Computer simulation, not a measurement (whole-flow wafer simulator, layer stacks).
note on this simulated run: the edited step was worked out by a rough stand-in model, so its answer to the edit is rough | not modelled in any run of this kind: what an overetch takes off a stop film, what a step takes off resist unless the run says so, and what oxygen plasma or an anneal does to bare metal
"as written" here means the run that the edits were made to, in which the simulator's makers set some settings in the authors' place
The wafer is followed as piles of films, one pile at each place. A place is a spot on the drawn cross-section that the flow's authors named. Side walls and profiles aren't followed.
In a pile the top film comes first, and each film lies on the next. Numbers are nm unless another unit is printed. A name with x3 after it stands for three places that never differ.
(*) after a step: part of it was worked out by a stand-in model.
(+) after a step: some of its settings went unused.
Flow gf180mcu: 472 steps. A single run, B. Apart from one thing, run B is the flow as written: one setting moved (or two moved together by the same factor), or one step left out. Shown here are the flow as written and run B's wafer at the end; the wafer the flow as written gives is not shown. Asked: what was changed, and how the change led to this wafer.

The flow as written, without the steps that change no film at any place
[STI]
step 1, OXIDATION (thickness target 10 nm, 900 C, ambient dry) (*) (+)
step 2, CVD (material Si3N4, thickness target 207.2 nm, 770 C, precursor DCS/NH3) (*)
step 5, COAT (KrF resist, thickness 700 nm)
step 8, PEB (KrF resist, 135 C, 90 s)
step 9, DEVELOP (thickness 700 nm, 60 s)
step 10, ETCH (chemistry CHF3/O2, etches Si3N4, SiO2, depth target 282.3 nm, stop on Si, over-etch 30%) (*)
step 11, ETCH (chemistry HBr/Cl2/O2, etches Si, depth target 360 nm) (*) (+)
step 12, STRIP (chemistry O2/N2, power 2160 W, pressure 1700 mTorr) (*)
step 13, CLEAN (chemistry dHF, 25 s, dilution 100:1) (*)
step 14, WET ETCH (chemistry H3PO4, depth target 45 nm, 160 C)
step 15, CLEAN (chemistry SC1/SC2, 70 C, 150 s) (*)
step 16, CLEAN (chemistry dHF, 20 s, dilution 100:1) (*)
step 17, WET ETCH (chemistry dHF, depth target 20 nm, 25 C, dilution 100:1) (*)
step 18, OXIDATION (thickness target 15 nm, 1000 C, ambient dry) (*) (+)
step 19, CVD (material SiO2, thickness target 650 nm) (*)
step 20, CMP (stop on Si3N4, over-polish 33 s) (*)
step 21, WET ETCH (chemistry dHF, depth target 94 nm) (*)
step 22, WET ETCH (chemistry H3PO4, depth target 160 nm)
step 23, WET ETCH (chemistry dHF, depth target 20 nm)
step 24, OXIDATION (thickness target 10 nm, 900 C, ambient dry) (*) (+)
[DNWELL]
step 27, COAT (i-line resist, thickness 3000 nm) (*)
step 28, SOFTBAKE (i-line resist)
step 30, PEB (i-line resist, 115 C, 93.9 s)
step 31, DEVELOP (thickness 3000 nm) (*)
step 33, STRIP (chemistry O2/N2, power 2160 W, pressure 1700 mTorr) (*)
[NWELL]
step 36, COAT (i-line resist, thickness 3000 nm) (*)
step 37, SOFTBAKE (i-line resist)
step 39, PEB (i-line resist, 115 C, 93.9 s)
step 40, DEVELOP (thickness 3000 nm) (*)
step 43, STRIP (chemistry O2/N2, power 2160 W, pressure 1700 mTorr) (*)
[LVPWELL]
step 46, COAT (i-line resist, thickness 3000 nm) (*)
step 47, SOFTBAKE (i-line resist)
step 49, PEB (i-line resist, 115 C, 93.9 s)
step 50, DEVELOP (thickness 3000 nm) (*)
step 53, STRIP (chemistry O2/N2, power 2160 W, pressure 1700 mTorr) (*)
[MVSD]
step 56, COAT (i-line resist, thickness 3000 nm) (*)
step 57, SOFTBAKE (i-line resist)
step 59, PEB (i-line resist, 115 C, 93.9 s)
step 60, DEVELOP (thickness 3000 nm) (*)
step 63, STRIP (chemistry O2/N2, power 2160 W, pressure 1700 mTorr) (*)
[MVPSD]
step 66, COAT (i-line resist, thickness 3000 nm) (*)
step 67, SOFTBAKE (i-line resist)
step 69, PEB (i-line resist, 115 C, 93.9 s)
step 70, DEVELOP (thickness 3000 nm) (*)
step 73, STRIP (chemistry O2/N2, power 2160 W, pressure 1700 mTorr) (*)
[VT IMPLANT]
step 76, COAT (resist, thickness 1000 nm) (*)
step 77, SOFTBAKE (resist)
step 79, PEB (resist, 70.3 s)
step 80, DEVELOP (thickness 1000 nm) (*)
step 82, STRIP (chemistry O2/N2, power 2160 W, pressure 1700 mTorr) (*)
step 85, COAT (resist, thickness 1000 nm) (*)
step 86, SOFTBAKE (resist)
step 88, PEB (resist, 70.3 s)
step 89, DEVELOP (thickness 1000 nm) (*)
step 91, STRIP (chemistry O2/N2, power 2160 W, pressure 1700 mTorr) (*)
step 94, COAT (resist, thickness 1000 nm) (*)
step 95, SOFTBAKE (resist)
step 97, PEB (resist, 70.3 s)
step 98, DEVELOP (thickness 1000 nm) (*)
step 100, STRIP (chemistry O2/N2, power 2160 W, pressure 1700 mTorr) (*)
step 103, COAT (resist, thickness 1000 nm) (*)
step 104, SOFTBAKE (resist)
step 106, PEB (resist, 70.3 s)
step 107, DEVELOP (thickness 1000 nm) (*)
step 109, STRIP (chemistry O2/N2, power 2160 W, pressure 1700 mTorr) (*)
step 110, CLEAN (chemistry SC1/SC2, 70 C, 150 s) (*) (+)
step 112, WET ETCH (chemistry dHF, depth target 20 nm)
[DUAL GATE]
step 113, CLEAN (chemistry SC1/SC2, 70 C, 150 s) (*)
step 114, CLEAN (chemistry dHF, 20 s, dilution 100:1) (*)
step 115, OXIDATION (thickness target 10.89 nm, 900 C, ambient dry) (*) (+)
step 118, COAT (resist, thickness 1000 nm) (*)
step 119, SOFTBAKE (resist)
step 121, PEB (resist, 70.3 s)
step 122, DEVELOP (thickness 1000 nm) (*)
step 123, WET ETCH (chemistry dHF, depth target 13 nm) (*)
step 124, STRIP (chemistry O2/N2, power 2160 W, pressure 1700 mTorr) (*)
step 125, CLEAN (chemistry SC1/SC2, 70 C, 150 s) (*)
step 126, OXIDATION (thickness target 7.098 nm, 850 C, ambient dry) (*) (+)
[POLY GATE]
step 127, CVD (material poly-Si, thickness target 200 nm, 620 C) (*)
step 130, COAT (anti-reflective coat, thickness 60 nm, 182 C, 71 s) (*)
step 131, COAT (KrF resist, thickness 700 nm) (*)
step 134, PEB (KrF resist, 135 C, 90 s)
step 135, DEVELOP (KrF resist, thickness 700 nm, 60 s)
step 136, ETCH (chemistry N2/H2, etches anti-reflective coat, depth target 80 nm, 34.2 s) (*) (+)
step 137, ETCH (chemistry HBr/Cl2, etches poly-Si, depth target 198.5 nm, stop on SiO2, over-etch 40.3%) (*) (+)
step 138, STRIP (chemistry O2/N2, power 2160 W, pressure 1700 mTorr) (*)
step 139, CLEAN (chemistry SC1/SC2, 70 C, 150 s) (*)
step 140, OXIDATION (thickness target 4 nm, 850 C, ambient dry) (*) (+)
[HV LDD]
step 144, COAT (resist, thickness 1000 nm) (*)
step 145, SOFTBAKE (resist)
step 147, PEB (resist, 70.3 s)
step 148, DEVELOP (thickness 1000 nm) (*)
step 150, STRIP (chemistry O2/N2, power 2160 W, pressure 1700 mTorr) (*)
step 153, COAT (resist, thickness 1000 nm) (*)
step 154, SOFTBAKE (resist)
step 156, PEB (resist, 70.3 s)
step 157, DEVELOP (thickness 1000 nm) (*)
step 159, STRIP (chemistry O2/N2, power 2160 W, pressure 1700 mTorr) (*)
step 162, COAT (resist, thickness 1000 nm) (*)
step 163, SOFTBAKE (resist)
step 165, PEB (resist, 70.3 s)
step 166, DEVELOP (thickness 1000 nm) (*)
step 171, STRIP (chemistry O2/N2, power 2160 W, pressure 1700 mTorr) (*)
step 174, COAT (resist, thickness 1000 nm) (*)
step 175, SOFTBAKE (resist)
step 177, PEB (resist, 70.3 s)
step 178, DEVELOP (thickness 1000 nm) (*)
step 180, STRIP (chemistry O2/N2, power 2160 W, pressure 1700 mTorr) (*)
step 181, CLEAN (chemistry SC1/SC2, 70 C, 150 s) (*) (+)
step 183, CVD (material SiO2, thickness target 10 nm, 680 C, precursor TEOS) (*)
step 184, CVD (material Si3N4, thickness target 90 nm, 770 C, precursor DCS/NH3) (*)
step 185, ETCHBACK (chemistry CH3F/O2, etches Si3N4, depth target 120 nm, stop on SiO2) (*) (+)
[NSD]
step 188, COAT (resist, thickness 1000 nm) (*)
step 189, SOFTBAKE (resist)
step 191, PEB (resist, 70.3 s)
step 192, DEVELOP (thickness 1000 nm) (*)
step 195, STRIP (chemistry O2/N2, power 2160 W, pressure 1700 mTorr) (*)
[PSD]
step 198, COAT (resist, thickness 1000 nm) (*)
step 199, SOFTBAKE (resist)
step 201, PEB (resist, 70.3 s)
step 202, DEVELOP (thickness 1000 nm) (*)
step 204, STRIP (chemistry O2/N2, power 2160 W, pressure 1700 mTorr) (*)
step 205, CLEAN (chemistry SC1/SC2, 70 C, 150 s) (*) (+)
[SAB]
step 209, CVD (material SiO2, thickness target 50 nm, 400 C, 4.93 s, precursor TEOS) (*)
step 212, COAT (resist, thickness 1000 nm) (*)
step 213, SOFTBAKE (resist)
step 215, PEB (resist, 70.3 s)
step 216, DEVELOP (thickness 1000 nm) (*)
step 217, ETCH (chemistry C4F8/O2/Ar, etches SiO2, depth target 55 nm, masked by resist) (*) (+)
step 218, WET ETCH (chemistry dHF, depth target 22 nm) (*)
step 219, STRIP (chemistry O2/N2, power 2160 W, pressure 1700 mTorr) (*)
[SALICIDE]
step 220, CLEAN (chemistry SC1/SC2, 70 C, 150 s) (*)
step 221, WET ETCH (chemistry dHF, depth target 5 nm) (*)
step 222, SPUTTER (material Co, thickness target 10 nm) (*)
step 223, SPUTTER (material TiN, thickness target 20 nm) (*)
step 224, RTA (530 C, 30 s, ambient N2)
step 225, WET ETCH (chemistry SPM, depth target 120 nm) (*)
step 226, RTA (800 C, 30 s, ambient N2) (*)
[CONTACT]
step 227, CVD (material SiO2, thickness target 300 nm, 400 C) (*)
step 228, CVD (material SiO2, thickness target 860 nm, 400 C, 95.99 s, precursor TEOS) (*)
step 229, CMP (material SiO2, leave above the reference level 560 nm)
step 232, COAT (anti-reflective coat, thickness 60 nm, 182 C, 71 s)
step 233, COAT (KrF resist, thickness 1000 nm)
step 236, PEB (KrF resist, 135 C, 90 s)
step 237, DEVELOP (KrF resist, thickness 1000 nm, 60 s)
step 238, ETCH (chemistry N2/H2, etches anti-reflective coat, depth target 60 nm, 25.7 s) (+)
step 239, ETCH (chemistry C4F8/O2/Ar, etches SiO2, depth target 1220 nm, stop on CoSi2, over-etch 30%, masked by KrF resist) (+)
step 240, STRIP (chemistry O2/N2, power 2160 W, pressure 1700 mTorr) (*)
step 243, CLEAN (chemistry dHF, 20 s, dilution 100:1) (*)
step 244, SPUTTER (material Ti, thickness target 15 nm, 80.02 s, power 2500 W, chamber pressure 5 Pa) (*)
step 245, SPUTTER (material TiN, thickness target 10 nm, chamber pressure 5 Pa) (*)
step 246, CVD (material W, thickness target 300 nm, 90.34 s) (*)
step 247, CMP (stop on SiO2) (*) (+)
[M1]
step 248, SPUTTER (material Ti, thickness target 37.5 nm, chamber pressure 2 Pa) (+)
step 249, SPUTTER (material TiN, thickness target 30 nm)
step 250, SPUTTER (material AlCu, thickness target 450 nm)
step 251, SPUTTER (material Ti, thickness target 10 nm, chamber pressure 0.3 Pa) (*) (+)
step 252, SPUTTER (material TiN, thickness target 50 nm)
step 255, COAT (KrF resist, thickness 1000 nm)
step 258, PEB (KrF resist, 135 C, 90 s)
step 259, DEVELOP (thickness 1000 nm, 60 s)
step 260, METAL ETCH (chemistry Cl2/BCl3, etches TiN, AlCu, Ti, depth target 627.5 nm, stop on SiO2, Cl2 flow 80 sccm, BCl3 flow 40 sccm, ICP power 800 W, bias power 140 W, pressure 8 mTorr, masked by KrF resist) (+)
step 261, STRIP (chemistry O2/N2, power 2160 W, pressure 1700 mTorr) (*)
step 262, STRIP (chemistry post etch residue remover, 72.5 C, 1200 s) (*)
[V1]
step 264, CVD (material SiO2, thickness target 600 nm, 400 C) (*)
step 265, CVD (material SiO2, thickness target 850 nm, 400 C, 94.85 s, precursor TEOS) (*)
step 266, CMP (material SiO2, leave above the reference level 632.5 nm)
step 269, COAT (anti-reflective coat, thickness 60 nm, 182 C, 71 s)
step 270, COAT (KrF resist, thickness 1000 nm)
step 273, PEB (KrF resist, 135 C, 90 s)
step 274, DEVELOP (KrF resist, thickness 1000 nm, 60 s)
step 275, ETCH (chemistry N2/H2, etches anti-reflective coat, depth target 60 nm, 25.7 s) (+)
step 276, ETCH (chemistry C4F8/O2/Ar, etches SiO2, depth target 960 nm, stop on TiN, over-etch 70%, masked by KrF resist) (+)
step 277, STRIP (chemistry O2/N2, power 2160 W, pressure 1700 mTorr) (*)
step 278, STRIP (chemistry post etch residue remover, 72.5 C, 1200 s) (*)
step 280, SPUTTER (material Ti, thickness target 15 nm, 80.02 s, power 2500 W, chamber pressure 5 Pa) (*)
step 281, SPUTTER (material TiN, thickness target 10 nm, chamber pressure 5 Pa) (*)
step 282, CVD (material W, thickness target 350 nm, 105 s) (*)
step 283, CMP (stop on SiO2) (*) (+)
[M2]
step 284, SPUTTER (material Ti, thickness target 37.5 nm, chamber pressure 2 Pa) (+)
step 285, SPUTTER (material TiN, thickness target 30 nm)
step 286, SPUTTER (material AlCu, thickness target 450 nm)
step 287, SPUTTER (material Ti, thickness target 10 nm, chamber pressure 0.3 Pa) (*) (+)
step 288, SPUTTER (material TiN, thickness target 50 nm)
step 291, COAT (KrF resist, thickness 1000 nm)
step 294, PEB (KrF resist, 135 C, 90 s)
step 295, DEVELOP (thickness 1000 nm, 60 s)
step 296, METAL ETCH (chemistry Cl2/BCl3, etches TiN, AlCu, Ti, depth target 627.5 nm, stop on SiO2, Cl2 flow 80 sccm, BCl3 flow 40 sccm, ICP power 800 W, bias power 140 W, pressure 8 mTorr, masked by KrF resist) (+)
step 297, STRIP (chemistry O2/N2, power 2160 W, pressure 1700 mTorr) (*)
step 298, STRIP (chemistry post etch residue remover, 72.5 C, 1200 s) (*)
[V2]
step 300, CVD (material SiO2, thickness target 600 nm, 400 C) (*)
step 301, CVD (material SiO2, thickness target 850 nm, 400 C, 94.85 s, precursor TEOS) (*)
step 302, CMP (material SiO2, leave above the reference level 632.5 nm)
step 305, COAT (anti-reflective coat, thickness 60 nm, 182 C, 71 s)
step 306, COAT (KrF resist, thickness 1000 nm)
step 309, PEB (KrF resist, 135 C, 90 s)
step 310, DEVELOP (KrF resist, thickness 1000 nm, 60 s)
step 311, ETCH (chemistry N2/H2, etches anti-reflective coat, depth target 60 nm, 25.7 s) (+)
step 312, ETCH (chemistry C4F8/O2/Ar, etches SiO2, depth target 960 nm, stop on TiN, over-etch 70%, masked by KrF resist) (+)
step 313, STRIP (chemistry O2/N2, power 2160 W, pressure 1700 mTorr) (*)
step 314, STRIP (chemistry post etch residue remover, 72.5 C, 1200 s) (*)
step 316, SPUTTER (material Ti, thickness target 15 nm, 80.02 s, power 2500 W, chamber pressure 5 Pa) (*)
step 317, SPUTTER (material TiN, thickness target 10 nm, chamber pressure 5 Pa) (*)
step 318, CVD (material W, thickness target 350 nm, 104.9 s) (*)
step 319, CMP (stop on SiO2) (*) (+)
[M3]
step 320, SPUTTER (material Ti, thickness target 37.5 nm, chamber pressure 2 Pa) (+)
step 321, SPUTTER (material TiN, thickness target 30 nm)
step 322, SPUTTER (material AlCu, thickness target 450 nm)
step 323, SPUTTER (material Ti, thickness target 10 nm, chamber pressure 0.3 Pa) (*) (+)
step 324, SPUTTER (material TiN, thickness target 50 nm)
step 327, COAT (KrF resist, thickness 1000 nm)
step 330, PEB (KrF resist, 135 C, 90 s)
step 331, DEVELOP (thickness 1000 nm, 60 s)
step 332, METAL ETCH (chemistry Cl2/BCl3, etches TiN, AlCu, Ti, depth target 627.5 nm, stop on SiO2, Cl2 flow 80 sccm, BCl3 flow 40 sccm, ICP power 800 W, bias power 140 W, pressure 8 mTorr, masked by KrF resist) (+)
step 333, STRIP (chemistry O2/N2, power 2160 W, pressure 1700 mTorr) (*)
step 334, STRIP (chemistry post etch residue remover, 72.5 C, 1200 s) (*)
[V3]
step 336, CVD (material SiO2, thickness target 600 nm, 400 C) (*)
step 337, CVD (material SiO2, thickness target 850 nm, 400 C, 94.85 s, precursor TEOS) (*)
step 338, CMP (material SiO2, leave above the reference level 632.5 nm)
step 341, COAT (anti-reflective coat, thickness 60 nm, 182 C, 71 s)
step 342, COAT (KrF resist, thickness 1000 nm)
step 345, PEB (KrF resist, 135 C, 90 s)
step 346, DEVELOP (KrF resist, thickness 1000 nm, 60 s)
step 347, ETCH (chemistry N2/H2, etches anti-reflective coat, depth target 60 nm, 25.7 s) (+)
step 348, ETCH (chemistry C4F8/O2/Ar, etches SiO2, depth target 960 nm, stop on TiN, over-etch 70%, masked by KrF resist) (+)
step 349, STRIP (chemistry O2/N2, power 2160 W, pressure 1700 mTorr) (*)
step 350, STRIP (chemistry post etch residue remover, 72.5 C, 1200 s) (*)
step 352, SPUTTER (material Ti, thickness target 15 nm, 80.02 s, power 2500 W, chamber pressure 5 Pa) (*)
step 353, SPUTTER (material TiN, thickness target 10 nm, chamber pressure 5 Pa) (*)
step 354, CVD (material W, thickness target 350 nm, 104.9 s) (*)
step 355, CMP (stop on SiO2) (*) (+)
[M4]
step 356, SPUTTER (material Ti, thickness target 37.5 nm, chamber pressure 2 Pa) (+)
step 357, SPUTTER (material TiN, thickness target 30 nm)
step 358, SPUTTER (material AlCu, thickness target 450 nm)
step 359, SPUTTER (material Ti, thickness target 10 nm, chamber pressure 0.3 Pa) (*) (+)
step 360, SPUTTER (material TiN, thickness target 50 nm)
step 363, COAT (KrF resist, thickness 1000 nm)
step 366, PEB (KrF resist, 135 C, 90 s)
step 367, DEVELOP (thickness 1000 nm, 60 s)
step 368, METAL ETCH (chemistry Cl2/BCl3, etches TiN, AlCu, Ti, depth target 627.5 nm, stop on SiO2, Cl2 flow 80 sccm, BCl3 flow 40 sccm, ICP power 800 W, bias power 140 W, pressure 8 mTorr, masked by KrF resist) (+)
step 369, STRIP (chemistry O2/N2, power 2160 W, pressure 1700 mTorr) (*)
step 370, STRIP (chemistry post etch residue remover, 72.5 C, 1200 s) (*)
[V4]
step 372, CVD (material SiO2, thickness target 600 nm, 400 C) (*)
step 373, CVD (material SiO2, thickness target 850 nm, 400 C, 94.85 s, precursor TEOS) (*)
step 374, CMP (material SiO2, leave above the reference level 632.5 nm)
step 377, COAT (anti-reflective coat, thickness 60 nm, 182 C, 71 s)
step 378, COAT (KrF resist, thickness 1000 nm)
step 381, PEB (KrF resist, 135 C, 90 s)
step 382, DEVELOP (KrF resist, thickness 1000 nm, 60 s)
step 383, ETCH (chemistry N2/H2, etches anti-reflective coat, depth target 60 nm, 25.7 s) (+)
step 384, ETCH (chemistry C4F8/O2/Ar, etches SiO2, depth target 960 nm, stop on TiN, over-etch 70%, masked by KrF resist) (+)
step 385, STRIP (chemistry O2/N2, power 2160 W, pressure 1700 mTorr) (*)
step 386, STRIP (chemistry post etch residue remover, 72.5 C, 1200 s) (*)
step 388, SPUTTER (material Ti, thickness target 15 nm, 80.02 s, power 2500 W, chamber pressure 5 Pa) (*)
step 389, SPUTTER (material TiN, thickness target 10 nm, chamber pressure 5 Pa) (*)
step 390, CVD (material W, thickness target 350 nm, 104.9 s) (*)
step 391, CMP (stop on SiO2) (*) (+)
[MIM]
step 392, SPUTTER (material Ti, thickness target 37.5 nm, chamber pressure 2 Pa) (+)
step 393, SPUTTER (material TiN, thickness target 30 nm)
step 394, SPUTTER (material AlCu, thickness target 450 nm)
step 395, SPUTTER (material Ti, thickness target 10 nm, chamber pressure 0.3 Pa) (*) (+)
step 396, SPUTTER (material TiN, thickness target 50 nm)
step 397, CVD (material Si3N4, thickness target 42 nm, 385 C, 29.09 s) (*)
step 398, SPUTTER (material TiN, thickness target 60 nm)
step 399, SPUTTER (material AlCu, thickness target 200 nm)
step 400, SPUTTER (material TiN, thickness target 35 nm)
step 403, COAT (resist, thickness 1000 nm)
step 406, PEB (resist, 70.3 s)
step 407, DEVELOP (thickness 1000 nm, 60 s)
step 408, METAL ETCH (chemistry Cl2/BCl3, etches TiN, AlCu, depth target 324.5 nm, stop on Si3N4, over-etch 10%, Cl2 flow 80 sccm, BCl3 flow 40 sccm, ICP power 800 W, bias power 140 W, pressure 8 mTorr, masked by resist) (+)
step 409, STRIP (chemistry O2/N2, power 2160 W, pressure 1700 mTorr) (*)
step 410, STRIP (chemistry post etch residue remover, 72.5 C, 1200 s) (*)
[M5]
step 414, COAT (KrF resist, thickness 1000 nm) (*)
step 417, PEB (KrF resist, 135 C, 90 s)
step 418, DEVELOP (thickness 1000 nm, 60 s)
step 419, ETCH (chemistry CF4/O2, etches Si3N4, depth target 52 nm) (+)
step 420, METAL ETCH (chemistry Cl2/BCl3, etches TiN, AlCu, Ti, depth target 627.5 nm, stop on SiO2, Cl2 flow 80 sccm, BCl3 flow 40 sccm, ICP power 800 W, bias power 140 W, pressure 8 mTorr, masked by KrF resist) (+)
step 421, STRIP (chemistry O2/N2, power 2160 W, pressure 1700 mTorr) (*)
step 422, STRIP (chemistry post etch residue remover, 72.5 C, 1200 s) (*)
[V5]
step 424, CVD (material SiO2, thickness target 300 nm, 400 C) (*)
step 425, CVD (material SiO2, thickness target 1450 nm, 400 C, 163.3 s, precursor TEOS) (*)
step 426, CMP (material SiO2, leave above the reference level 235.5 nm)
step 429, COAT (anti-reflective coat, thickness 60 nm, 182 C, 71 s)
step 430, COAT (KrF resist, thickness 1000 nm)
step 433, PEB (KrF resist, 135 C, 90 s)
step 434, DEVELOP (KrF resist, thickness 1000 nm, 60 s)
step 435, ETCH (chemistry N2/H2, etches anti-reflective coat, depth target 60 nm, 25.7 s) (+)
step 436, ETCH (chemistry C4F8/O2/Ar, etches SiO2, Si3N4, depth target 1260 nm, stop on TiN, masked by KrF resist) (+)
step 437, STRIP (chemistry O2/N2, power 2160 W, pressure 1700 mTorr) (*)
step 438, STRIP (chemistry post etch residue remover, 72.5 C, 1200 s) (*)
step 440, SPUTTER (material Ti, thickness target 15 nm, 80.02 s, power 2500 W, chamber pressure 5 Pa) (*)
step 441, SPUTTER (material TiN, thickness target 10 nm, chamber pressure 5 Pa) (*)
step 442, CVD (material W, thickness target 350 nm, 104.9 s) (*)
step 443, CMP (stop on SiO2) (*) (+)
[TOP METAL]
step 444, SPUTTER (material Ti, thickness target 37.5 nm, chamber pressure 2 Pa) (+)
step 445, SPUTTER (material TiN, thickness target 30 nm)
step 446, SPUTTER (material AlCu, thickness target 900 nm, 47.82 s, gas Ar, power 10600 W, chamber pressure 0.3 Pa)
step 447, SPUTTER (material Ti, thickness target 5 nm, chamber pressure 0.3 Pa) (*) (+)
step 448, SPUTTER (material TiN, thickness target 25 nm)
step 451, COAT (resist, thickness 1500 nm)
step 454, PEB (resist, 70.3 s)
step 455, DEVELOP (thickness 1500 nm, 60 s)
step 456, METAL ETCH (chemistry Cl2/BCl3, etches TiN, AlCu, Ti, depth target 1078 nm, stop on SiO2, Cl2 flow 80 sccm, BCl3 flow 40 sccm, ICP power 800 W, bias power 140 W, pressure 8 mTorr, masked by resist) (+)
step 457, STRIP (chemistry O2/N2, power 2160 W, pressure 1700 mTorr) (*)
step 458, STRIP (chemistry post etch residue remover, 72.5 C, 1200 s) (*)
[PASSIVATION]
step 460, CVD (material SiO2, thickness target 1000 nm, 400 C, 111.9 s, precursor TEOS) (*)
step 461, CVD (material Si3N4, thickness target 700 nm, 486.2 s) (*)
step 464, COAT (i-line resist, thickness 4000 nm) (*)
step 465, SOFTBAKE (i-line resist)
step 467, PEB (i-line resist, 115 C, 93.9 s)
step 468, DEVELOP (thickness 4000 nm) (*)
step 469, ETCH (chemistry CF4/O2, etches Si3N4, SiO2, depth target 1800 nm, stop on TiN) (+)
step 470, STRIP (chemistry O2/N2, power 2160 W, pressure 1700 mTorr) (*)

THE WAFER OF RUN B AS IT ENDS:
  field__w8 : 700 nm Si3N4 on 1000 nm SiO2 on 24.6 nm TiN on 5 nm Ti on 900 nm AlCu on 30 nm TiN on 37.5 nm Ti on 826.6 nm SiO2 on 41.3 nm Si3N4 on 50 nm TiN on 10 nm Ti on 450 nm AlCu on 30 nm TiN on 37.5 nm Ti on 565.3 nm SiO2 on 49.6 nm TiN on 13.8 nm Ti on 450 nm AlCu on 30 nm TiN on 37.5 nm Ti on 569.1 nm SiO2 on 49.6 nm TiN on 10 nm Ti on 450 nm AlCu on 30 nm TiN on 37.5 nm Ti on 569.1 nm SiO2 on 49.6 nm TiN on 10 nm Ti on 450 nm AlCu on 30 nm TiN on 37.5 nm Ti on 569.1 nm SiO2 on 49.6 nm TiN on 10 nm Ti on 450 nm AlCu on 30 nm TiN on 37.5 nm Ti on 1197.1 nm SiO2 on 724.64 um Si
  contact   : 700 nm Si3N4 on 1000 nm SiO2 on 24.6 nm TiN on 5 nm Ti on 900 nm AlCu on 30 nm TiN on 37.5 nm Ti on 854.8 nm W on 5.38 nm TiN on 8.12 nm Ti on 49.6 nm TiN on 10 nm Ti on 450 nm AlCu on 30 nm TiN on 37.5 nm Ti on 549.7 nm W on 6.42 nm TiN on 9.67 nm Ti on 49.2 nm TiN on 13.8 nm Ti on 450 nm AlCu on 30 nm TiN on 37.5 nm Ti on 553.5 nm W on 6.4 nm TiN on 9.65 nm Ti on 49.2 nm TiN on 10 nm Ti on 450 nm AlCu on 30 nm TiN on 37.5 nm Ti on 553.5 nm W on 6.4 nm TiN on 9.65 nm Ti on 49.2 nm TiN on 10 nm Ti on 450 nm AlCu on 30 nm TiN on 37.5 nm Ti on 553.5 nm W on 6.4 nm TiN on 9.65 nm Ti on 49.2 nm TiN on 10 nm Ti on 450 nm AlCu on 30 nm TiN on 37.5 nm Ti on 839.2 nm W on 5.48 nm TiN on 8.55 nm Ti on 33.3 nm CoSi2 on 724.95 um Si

What caused this: step 359, SPUTTER: thickness target 13.8 nm was run, while the flow as written has thickness target 10 nm.
One can read it off the wafer: field__w8 has Ti 13.8, and step 359 as written asks for 10 nm.

How this came from the change, step by step:
  step 359, SPUTTER (material Ti, thickness target 10 nm, chamber pressure 0.3 Pa) (*) (+)
      field, field__w1, field__w2 and 108 more: +13.8 Ti (new film) (it would be, as written: +10 Ti (new film))
  step 368, METAL ETCH (chemistry Cl2/BCl3, etches TiN, AlCu, Ti, depth target 627.5 nm, stop on SiO2, Cl2 flow 80 sccm, BCl3 flow 40 sccm, ICP power 800 W, bias power 140 W, pressure 8 mTorr, masked by KrF resist) (+)
      field, field__w1, field__w2 and 103 more: -50 TiN (all of it), -13.8 Ti (all of it), -450 AlCu (all of it), -30 TiN (all of it), -37.5 Ti (all of it) (it would be, as written: -50 TiN (all of it), -10 Ti (all of it), -450 AlCu (all of it), -30 TiN (all of it), -37.5 Ti (all of it))
